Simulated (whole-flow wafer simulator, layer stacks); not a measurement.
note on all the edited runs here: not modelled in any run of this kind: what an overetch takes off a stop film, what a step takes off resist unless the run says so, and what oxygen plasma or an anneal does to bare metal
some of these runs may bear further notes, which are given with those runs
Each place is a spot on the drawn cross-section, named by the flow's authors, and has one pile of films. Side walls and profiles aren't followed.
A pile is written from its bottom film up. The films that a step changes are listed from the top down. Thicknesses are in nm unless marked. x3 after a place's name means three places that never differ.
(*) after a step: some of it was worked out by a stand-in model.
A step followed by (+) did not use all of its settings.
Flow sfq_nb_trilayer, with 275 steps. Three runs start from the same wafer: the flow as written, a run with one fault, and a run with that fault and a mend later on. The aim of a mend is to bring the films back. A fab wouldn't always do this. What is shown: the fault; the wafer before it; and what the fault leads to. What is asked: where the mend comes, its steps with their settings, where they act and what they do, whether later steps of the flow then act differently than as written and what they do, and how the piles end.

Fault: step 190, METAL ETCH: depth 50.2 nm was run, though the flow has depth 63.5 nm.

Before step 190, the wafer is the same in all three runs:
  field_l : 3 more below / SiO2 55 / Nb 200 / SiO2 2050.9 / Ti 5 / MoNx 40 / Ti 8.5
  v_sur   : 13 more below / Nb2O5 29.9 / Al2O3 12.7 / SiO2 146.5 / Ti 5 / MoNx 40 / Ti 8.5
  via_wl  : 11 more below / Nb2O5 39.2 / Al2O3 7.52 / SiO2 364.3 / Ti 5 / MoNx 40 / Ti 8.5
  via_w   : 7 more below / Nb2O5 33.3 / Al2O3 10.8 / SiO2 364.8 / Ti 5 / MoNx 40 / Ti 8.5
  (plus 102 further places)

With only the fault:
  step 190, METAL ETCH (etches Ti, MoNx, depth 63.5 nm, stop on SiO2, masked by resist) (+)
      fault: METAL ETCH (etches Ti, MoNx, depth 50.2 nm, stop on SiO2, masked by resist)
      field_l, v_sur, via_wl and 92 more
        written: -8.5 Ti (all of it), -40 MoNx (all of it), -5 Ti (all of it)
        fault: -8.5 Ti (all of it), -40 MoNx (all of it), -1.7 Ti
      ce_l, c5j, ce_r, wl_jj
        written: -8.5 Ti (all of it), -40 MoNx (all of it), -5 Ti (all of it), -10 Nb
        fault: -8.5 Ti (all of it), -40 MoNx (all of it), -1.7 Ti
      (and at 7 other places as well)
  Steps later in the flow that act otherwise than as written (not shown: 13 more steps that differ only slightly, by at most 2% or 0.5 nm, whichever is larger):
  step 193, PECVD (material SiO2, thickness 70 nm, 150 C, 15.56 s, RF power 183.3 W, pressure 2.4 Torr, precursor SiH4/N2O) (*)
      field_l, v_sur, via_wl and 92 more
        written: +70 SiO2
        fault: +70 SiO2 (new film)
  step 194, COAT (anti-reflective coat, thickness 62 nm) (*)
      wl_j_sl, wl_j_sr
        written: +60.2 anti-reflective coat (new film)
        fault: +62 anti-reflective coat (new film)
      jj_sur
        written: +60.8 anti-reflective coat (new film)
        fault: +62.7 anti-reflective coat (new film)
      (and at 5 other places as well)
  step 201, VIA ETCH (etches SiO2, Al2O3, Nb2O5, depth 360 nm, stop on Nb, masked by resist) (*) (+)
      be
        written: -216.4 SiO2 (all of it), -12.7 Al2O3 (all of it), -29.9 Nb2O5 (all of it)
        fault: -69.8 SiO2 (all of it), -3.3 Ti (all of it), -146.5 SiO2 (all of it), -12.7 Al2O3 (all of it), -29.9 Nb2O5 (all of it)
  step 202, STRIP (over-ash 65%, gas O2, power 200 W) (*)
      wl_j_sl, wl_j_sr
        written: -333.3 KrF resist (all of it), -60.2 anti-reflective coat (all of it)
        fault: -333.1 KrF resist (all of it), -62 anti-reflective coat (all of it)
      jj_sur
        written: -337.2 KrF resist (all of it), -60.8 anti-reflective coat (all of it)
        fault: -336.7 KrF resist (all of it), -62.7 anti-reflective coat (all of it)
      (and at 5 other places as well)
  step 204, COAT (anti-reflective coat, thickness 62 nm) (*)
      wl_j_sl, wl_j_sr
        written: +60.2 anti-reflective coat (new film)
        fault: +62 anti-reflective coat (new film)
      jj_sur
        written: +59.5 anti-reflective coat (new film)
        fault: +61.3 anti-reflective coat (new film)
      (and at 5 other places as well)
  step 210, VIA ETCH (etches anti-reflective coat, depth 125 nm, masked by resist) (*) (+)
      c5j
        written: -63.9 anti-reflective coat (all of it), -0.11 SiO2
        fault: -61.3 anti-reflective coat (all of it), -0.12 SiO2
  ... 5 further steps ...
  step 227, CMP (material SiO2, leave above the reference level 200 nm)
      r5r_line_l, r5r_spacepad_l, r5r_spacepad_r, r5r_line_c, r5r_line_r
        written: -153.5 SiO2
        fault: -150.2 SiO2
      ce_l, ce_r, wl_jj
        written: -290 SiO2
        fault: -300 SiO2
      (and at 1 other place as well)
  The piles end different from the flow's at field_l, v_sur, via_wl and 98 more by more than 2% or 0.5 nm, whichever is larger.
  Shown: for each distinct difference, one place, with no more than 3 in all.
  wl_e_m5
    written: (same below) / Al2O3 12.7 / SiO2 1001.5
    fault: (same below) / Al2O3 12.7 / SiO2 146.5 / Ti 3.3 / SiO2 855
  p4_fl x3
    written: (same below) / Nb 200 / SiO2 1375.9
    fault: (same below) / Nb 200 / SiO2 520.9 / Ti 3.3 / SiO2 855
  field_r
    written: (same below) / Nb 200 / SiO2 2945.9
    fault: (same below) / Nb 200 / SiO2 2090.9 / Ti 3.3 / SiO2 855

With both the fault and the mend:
  After step 191 comes the mend.
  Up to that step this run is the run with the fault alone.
  step 191a, COAT (anti-reflective coat, thickness 62 nm) (*) (the flow's step 183 again)
      p4_fl x3, p4_w1 x9, p4_g1 x2 and 57 more
        +62 anti-reflective coat (new film)
      via_sp, via_v, wire, ln_m6, lsp_r, l0_sur, l0v
        +62.3 anti-reflective coat (new film)
      field_l, v_sur, via_wl, via_w, via_wr
        +62.2 anti-reflective coat (new film)
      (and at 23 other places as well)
  step 191b, COAT (KrF resist, thickness 600 nm) (*) (the flow's step 184 again)
      p4_fl x3, p4_w1 x9, p4_g1 x2 and 57 more
        +600 KrF resist (new film)
      v_sur, via_wl, via_w
        +600.6 KrF resist (new film)
      via_wr, via_sp, l0v
        +600.7 KrF resist (new film)
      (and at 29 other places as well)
  step 191c, SOFTBAKE (KrF resist) (the flow's step 185 again)
      leaves every film unchanged at each place that is followed
  step 191d, EXPOSE (photomask R5, dose 12.12 mJ/cm2, NA 0.6, wavelength 248 nm) (*) (the flow's step 186 again)
      leaves every film unchanged at each place that is followed
  step 191e, PEB (KrF resist, 90 s) (the flow's step 187 again)
      field_l, v_sur, via_wl and 74 more
        -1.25 KrF resist
      via_sp, via_v, wire and 15 more
        -1.26 KrF resist
      be_r, r_sur, res, r_end
        -1.21 KrF resist
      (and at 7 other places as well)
  step 191f, DEVELOP (KrF resist, thickness 600 nm, 60 s) (the flow's step 188 again)
      p4_fl x3, p4_w1 x9, p4_g1 x2 and 57 more
        -598.7 KrF resist (all of it)
      be_r, r_sur, res, r_end, r5r_line_l, r5r_line_c, r5r_line_r
        -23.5 KrF resist
      field_l, v_sur, via_wl
        -599.3 KrF resist (all of it)
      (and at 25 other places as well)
  step 191g, METAL ETCH (etches anti-reflective coat, depth 125 nm, masked by resist) (*) (+) (the flow's step 189 again)
      p4_fl x3, p4_w1 x9, p4_g1 x2 and 57 more
        -62 anti-reflective coat (all of it)
      via_sp, via_v, wire, ln_m6, lsp_r, l0_sur, l0v
        -62.3 anti-reflective coat (all of it)
      be_r, r_sur, res, r_end, r5r_line_l, r5r_line_c, r5r_line_r
        -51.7 KrF resist
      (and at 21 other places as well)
  step 191h, METAL ETCH (etches Ti, MoNx, depth 13.3 nm, stop on SiO2, masked by resist) (+) (the flow's step 190 again, with other settings)
      field_l, v_sur, via_wl and 92 more
        -3.3 Ti (all of it)
      be_r, r_sur, res, r_end, r5r_line_l, r5r_line_c, r5r_line_r
        -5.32 KrF resist
      ce_l, c5j, ce_r, wl_jj
        -3.3 Ti (all of it), -10 Nb
  step 191i, STRIP (over-ash 65%, gas O2, power 200 W) (*) (the flow's step 191 again)
      r5r_line_l, r5r_line_c, r5r_line_r
        -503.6 KrF resist (all of it), -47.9 anti-reflective coat (all of it)
      be_r
        -497.3 KrF resist (all of it), -53.7 anti-reflective coat (all of it)
      r_sur
        -497.4 KrF resist (all of it), -57.5 anti-reflective coat (all of it)
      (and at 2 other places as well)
  Every later step of the flow that is run acts as written at every place that is followed.
  By the end, the piles equal the flow's at every place that both follow.
